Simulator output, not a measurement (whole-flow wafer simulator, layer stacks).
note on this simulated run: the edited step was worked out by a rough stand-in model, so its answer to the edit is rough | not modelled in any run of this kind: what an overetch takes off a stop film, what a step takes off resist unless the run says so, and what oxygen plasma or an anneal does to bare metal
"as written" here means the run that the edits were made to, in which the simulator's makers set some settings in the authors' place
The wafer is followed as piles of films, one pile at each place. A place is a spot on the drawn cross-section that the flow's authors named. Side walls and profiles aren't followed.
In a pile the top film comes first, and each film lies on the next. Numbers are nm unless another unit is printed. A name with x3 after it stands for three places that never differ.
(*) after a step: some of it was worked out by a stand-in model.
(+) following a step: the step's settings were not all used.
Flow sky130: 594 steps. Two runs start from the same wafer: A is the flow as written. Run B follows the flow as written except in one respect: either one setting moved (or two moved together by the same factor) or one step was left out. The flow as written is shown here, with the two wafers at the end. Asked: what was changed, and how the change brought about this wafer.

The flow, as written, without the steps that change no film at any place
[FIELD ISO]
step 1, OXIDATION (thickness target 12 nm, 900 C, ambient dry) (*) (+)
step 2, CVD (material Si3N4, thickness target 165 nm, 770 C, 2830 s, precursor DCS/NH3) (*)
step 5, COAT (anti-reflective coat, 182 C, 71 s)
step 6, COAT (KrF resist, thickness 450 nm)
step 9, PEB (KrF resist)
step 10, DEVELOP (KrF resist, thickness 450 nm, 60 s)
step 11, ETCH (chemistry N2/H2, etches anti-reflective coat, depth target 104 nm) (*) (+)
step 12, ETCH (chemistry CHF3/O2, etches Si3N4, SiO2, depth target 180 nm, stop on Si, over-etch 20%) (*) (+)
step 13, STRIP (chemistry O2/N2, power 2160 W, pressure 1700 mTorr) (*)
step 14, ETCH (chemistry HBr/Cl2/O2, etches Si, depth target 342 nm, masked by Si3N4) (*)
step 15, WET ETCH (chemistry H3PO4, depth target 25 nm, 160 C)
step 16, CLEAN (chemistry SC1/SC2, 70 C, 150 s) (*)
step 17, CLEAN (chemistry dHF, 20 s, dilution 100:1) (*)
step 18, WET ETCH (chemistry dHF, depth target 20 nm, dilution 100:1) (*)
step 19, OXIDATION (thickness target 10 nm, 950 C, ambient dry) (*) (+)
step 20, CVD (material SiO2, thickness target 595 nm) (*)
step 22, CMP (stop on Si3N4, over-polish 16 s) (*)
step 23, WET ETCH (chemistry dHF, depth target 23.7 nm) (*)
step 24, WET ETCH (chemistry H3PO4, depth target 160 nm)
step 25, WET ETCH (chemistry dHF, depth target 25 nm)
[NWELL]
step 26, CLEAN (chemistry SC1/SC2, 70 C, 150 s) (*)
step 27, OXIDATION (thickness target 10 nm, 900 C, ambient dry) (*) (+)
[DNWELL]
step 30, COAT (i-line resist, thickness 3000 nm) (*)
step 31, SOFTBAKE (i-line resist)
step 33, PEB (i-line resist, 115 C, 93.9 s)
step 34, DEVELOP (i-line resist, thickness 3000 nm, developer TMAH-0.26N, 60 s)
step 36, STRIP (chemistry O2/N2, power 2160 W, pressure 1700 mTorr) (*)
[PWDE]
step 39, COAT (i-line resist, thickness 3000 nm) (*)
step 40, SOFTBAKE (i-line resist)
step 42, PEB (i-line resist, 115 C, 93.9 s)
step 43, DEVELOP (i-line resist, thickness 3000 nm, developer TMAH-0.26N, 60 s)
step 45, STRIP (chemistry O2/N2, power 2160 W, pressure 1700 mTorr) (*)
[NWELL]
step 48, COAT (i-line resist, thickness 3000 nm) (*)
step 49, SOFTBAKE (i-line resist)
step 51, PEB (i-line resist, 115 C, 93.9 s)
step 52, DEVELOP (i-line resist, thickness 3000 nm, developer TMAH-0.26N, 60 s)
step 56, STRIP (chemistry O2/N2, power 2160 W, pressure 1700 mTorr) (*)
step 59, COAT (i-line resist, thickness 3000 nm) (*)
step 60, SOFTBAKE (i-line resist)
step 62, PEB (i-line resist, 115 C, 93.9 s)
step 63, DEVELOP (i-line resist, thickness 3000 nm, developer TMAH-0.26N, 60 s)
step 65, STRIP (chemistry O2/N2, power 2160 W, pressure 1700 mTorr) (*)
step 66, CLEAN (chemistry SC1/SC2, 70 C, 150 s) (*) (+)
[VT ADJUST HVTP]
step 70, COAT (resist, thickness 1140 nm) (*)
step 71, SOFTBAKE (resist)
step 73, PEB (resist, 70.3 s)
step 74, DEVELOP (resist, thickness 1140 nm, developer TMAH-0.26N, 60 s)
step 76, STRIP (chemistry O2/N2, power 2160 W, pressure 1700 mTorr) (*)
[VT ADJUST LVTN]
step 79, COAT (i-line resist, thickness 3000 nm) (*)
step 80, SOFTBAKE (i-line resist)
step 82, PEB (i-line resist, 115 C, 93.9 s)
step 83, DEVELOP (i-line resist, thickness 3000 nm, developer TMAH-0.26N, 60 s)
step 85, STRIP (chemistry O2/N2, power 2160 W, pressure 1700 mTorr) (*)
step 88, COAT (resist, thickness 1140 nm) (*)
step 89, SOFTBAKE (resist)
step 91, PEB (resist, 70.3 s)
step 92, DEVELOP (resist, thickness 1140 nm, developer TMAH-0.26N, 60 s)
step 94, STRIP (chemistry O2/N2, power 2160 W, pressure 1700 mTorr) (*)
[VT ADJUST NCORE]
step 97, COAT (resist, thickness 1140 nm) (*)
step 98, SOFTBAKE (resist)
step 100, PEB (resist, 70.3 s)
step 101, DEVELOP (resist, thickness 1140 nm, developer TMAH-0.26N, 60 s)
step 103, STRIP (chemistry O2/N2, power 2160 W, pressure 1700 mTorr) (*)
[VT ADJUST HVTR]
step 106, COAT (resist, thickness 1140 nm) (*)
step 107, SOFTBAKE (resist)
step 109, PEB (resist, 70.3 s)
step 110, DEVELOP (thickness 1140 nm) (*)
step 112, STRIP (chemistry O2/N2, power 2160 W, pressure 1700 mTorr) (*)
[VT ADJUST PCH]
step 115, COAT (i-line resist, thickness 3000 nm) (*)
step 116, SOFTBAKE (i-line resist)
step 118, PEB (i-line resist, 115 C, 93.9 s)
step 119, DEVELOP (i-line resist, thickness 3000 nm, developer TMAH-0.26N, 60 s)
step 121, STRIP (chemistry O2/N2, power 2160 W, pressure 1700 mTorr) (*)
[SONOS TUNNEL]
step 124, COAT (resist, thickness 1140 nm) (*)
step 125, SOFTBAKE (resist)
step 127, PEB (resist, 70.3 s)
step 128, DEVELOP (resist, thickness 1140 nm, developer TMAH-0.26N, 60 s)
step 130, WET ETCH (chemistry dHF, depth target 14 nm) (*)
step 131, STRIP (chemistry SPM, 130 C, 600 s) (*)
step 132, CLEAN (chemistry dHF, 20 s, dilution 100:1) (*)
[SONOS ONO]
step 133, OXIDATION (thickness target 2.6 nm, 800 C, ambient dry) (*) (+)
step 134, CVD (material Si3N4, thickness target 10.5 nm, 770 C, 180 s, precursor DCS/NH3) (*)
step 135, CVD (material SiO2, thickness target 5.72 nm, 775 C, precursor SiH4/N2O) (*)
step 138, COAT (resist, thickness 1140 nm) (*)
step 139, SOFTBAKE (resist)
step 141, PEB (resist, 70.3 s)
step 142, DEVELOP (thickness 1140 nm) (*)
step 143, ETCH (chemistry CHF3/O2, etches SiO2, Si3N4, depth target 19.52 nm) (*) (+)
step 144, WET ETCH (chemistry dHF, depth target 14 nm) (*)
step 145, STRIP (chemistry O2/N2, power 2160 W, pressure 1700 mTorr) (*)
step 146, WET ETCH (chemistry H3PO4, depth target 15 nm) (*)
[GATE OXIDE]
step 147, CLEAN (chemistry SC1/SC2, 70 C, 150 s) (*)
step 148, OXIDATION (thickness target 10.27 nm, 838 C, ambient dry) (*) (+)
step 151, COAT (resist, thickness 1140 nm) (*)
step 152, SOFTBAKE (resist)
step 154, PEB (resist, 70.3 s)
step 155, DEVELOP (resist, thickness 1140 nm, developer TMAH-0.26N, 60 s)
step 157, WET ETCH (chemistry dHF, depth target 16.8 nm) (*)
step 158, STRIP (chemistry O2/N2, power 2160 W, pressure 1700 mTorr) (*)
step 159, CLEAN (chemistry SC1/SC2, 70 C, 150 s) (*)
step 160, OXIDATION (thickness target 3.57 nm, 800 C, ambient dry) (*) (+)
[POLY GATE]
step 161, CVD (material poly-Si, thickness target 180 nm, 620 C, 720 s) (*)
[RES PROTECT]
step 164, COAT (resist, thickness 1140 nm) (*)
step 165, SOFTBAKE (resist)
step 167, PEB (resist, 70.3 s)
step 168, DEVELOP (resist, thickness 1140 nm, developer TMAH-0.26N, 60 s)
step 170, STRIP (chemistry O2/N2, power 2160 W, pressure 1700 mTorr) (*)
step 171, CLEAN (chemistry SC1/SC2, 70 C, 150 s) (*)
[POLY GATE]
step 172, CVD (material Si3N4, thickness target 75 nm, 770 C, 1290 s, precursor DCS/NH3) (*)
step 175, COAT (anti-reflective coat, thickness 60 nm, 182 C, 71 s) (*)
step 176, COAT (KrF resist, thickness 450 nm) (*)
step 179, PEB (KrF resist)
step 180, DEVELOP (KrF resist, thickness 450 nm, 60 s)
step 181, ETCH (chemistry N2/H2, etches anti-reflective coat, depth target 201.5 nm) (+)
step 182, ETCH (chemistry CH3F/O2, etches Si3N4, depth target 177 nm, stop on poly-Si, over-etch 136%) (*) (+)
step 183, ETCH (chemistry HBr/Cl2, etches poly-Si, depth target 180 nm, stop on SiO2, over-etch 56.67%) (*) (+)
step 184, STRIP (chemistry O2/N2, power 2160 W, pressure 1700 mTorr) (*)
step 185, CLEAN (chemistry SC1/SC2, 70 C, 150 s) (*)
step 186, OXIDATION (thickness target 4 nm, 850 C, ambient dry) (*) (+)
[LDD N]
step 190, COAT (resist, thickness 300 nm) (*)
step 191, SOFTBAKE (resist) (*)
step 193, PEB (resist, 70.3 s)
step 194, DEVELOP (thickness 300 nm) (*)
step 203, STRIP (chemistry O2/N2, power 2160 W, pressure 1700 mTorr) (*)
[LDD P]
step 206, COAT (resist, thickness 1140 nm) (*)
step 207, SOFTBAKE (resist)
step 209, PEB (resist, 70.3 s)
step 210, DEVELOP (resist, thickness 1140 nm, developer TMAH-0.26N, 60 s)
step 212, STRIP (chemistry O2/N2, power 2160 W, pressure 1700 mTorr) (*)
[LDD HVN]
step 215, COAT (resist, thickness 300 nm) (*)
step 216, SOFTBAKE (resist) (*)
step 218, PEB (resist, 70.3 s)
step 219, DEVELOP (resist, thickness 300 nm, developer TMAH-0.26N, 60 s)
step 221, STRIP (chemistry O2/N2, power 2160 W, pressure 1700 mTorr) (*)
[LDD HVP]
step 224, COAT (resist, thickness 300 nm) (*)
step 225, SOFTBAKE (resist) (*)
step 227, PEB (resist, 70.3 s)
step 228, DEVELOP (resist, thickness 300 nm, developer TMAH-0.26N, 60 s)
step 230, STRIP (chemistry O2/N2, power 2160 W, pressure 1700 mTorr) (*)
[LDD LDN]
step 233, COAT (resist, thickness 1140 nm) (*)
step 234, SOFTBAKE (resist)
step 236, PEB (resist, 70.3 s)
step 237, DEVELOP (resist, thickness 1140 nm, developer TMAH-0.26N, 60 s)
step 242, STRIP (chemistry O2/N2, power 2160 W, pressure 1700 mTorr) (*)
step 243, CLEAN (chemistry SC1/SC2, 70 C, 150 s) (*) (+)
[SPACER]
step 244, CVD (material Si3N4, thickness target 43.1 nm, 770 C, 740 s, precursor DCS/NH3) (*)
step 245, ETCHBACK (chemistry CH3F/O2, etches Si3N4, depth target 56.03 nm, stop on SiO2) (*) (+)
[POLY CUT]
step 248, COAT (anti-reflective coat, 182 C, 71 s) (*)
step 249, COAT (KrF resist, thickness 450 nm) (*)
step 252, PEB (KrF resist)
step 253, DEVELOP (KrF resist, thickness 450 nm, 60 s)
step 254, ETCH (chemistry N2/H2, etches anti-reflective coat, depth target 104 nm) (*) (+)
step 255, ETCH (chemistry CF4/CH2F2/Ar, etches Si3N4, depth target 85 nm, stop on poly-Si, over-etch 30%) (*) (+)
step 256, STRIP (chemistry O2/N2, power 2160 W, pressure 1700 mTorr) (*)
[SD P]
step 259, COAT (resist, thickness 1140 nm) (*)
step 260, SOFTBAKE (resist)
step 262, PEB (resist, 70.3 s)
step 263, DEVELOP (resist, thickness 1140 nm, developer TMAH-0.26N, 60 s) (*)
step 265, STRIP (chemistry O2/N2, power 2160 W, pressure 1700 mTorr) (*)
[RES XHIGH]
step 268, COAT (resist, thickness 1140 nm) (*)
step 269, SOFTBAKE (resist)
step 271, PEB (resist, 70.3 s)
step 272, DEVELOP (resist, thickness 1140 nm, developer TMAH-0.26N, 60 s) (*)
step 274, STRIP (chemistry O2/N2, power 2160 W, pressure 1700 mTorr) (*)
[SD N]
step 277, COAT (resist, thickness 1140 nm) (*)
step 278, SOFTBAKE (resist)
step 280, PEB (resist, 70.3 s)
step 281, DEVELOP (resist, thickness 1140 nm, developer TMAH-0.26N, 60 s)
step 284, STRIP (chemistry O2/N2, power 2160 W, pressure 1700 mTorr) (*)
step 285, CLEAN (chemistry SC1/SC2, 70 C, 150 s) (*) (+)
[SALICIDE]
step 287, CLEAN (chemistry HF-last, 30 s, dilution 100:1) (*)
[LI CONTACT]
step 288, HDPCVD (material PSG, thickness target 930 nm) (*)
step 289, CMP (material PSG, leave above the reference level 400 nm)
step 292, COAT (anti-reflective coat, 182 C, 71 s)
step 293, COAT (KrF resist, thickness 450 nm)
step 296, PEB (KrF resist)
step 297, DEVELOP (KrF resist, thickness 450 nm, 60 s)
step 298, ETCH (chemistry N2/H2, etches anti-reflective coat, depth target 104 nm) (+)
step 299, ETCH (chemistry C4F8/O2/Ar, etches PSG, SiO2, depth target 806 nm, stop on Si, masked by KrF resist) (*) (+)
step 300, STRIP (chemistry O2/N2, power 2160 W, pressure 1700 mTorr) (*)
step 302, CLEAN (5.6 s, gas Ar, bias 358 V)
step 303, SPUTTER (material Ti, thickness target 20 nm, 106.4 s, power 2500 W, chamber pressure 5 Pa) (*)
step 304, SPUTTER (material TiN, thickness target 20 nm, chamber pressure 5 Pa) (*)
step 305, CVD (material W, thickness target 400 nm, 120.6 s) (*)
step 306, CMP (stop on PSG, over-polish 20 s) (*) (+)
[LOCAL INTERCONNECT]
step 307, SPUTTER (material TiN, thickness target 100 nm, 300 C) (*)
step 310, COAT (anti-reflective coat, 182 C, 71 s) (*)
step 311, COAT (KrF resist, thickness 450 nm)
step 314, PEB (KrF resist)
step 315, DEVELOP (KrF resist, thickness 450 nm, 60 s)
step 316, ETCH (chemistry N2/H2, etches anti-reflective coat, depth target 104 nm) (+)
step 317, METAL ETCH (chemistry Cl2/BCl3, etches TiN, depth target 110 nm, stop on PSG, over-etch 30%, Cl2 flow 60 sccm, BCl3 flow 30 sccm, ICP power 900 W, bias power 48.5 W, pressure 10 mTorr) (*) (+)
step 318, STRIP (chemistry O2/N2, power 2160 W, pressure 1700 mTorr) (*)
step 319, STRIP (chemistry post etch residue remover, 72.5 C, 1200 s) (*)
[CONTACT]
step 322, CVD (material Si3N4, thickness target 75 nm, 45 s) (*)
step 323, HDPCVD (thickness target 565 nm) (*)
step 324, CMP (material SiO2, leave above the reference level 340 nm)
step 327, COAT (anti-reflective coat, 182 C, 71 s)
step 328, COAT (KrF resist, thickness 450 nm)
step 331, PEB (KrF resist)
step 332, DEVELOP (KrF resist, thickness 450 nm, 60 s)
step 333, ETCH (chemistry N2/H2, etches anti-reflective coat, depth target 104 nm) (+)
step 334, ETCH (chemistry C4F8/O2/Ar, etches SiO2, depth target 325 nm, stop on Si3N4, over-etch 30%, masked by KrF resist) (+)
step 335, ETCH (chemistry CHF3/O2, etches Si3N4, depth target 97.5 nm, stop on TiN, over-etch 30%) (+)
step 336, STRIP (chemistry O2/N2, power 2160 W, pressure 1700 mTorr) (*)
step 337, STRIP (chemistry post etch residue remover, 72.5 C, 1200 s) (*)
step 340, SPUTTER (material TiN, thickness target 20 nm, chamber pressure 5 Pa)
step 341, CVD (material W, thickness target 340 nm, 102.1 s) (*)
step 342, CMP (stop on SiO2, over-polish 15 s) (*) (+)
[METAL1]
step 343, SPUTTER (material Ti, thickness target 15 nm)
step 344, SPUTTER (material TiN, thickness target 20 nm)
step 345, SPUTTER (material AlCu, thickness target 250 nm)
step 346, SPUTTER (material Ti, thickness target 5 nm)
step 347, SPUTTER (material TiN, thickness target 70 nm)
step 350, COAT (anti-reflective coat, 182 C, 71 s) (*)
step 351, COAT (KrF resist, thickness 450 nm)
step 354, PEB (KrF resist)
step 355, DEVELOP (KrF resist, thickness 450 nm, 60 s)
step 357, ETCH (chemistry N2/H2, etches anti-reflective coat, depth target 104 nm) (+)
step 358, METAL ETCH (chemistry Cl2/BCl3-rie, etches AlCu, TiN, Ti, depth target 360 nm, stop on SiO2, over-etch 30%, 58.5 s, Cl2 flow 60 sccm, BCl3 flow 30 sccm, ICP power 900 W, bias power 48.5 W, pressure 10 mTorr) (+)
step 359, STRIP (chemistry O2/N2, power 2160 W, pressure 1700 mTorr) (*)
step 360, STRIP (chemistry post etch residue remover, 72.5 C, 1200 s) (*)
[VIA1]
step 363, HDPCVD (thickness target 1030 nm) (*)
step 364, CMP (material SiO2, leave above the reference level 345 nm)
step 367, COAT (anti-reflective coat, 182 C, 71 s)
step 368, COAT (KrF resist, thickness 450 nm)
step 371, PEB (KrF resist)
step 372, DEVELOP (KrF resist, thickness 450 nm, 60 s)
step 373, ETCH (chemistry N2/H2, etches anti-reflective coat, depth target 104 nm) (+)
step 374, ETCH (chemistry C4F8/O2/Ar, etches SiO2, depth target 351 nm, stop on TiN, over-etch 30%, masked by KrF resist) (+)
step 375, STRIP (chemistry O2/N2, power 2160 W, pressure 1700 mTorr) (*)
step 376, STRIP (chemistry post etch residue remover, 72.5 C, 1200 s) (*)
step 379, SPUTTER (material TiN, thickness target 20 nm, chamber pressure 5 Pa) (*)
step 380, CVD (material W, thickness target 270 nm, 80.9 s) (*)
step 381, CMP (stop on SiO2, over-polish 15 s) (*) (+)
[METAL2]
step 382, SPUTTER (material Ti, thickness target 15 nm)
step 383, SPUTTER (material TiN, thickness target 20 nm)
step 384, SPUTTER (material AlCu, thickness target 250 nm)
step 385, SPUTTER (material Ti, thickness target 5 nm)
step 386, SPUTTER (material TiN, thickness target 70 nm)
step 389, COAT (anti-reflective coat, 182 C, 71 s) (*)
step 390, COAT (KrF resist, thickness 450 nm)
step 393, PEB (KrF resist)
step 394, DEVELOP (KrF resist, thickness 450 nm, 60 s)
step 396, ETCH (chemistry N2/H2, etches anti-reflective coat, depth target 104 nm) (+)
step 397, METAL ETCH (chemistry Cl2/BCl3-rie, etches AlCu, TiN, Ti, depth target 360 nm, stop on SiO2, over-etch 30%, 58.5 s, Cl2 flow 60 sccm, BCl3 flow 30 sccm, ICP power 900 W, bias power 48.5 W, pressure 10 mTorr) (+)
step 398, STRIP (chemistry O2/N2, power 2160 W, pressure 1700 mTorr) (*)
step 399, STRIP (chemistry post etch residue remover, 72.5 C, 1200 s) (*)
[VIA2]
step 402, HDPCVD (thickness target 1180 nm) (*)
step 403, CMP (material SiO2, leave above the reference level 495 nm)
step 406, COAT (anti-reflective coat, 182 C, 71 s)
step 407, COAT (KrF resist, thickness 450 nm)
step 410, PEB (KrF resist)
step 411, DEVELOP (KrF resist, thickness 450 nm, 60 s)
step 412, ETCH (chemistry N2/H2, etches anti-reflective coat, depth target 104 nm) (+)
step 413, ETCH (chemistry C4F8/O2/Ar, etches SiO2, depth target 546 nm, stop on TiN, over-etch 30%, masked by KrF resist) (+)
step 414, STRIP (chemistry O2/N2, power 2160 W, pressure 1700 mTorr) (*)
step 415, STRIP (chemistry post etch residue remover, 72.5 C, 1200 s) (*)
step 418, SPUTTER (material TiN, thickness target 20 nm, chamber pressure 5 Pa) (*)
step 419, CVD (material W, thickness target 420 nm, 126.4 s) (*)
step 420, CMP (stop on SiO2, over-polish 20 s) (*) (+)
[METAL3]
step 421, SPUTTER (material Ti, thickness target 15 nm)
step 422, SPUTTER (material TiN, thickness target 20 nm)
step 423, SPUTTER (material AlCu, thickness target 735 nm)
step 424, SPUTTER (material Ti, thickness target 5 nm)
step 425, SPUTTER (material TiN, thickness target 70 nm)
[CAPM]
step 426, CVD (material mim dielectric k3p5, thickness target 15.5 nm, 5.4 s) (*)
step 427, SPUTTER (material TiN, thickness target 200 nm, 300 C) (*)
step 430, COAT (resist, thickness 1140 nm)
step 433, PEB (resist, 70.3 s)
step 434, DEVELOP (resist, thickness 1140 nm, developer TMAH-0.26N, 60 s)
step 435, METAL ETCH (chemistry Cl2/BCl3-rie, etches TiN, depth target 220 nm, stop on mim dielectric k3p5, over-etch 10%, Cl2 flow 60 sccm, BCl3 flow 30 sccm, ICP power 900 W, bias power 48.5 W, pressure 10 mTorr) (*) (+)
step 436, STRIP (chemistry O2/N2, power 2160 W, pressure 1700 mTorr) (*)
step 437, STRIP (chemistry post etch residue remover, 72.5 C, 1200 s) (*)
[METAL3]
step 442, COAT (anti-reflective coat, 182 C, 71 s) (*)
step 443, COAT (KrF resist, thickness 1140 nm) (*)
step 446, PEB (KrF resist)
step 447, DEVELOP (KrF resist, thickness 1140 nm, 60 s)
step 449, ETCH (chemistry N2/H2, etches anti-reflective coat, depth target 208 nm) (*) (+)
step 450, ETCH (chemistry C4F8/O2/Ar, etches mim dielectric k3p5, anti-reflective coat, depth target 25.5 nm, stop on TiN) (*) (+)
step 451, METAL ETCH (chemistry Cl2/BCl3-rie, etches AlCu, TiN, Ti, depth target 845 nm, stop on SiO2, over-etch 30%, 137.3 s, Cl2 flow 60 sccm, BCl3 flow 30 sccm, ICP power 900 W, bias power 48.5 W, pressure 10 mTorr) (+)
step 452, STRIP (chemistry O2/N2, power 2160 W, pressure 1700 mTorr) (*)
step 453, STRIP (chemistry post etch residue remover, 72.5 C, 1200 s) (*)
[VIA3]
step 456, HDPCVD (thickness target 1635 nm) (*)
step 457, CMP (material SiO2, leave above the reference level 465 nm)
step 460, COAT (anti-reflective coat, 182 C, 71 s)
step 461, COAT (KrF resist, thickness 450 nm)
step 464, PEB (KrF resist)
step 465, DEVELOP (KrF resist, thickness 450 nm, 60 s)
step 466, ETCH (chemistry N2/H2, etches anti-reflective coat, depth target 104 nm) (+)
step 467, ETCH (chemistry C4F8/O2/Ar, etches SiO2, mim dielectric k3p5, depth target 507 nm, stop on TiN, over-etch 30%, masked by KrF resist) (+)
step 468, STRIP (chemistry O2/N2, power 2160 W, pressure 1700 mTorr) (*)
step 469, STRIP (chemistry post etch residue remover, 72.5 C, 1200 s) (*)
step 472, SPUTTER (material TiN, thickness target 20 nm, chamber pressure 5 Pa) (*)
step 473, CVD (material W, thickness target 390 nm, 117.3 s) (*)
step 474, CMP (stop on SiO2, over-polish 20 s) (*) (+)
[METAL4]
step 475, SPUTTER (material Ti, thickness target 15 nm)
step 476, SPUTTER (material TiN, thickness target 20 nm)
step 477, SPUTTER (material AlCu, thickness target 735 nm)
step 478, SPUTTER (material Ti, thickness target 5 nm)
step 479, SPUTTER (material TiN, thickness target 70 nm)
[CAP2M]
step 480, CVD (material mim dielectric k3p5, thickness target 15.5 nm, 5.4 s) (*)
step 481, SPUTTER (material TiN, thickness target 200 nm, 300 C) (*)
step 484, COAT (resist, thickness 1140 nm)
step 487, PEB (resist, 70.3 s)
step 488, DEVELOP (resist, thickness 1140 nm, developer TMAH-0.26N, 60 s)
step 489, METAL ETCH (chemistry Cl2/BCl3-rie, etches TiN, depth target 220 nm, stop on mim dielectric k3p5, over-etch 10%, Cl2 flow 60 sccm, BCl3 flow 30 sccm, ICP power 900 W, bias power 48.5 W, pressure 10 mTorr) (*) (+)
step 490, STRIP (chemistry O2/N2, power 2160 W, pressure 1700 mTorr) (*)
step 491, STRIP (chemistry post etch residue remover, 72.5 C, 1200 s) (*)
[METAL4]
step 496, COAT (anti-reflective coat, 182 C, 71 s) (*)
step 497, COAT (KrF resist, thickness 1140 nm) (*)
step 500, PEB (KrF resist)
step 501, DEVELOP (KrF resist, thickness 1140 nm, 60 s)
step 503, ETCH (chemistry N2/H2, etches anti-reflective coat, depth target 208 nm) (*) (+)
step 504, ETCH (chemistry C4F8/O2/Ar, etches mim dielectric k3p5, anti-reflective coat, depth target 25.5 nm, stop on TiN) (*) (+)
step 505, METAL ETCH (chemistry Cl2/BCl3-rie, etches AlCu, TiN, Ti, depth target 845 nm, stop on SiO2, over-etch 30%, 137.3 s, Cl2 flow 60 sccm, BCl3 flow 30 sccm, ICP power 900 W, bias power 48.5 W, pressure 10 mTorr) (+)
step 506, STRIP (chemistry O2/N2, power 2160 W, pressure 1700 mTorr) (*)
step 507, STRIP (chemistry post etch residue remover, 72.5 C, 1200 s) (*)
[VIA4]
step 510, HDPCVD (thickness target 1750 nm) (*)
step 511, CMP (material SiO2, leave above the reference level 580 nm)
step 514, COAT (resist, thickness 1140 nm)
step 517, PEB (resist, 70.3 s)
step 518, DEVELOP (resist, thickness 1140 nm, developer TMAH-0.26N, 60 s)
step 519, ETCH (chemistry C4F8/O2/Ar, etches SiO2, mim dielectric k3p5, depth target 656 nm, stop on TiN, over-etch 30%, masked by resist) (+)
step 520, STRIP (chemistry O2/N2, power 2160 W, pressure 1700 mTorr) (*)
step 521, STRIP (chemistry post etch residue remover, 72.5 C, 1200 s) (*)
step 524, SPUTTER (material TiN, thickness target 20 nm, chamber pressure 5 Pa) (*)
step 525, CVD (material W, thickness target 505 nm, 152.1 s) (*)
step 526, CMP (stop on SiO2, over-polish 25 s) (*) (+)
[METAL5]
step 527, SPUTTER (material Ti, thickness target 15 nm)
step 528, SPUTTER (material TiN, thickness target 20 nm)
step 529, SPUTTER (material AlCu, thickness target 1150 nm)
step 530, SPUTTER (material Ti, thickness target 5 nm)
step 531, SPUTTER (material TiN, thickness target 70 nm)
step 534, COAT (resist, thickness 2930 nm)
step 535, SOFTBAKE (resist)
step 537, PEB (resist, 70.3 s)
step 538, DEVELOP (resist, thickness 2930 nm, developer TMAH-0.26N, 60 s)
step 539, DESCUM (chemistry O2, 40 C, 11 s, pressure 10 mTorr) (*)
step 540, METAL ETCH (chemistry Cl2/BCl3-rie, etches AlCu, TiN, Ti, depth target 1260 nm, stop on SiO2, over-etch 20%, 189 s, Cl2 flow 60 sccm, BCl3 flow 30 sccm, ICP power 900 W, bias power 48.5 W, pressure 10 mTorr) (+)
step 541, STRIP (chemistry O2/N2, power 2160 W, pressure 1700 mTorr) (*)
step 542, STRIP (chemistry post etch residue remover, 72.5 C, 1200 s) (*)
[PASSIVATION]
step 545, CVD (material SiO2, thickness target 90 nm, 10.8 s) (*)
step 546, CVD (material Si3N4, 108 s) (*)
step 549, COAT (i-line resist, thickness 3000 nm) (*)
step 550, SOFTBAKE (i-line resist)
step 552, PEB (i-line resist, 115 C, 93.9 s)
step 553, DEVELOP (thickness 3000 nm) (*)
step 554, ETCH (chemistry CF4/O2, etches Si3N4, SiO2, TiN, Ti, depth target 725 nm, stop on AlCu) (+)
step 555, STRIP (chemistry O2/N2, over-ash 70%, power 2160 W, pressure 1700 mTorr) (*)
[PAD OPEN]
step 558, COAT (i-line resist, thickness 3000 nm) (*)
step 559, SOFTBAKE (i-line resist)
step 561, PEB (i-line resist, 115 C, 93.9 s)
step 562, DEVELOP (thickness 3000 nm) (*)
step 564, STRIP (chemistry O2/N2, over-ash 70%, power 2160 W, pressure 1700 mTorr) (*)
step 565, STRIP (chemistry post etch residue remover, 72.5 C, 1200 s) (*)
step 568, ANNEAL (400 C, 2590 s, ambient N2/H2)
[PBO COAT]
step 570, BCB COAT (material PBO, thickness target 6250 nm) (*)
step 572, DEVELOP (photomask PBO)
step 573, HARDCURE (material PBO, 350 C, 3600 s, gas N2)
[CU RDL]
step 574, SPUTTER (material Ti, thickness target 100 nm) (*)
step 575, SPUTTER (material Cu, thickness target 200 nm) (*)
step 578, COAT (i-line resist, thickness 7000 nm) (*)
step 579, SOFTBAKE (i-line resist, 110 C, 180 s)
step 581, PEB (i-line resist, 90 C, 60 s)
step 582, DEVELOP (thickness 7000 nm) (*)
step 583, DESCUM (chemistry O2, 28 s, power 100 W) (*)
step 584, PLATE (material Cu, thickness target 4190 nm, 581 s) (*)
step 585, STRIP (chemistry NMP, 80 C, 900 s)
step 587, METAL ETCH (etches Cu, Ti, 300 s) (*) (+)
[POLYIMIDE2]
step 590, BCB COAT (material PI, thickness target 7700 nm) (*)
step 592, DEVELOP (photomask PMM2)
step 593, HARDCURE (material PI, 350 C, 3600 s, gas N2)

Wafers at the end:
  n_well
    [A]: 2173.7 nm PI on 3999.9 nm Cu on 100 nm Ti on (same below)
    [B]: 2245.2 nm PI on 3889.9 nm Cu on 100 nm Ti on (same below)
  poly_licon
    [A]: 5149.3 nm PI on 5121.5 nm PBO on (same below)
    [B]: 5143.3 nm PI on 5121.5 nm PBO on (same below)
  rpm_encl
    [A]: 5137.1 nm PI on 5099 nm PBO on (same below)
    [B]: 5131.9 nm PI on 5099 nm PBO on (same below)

What caused this: step 575, SPUTTER: thickness target 90 nm was run, though the flow has thickness target 200 nm.

The path from the change to this, step by step:
  step 575, SPUTTER (material Cu, thickness target 200 nm) (*)
      field, active, n_well and 190 more: A +200 Cu (new film) | B +90 Cu (new film)
  step 587, METAL ETCH (etches Cu, Ti, 300 s) (*) (+)
      field, active, gate and 167 more: A -200 Cu (all of it), -100 Ti (all of it) | B -90 Cu (all of it), -100 Ti (all of it)
  step 590, BCB COAT (material PI, thickness target 7700 nm) (*)
      n_well, p_well, sd_n, sd_p: A +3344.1 PI (new film) | B +3454.1 PI (new film)
      mim: A +3670.5 PI (new film) | B +3775.5 PI (new film)
      (as well as at 14 more places)
  step 593, HARDCURE (material PI, 350 C, 3600 s, gas N2)
      n_well, p_well, sd_n, sd_p: A -1170.4 PI | B -1208.9 PI
